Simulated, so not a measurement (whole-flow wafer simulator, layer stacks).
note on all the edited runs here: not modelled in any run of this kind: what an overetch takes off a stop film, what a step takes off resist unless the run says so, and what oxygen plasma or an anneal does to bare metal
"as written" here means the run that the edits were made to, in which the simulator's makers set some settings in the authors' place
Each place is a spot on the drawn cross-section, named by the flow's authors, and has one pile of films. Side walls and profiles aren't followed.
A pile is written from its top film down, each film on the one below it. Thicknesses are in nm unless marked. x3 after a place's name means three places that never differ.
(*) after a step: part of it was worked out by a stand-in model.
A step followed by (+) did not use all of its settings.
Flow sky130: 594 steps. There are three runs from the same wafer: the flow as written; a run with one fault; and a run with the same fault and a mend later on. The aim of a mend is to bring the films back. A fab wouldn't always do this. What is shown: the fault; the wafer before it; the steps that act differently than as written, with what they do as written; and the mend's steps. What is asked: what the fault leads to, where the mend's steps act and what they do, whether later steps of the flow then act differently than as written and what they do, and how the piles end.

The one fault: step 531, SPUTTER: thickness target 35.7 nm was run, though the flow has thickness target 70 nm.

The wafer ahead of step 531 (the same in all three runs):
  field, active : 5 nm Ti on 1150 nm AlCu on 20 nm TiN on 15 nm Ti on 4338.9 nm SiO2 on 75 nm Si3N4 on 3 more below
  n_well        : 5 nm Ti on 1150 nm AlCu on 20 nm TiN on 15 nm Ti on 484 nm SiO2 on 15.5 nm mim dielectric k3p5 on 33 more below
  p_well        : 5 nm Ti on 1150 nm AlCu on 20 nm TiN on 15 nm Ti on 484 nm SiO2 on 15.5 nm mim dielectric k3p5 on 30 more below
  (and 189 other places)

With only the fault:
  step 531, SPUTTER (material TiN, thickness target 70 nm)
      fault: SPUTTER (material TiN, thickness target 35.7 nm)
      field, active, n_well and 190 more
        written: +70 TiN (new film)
        fault: +35.7 TiN (new film)
  Steps further on in the flow that do not act as written (17 more steps, not shown, differ only slightly: by at most 2% or 0.5 nm, whichever is larger):
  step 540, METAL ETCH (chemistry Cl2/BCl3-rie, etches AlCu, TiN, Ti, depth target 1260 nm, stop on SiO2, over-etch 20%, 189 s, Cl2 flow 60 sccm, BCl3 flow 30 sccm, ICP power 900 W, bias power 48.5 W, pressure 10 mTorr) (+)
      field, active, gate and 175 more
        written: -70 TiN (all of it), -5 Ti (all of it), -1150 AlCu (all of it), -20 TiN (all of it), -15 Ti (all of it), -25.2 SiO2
        fault: -35.7 TiN (all of it), -5 Ti (all of it), -1150 AlCu (all of it), -20 TiN (all of it), -15 Ti (all of it), -28.6 SiO2
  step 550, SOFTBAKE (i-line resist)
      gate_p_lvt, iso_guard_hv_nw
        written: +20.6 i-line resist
        fault: +19.9 i-line resist
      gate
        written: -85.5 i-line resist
        fault: -82.1 i-line resist
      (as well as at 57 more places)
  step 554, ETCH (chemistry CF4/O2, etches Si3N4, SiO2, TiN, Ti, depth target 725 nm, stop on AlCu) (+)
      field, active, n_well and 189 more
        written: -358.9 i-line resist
        fault: -324.6 i-line resist
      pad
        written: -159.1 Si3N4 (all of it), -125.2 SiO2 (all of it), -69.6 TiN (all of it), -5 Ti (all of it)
        fault: -159.1 Si3N4 (all of it), -125.2 SiO2 (all of it), -35.3 TiN (all of it), -5 Ti (all of it)
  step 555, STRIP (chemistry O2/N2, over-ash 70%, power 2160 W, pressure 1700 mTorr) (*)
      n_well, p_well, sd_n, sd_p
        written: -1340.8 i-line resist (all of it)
        fault: -1405.2 i-line resist (all of it)
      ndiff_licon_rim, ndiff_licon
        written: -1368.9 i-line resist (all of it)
        fault: -1432.5 i-line resist (all of it)
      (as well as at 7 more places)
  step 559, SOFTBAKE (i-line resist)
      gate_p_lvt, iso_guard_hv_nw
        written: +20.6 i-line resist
        fault: +19.9 i-line resist
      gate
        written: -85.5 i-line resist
        fault: -82.1 i-line resist
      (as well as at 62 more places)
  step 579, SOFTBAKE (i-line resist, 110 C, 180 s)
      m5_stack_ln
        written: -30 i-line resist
        fault: -29.1 i-line resist
  At n_well, p_well, sd_n and 11 more, the piles at the end differ from the flow's by more than 2% or 0.5 nm, whichever is larger.
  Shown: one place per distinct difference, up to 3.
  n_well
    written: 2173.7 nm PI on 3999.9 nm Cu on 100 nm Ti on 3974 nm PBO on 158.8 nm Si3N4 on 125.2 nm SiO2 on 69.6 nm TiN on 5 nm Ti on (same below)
    fault: 2177.7 nm PI on 3999.9 nm Cu on 100 nm Ti on 3998.7 nm PBO on 158.8 nm Si3N4 on 125.2 nm SiO2 on 35.3 nm TiN on 5 nm Ti on (same below)
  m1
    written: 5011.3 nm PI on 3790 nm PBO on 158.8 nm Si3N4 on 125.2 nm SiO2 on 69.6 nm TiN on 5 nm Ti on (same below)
    fault: 5013 nm PI on 3818.5 nm PBO on 158.8 nm Si3N4 on 125.2 nm SiO2 on 35.3 nm TiN on 5 nm Ti on (same below)
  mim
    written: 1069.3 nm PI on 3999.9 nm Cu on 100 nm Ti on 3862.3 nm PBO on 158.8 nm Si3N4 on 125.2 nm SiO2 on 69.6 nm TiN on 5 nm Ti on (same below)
    fault: 1072.3 nm PI on 3999.9 nm Cu on 100 nm Ti on 3888.9 nm PBO on 158.8 nm Si3N4 on 125.2 nm SiO2 on 35.3 nm TiN on 5 nm Ti on (same below)

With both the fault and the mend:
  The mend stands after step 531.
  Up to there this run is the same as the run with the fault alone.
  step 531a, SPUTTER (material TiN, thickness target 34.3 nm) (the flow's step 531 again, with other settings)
      field, active, n_well and 190 more
        +34.3 TiN
  Later steps of the flow that are run all act as written at every place that is followed.
  At every place that both follow, the piles at the end match the flow's.
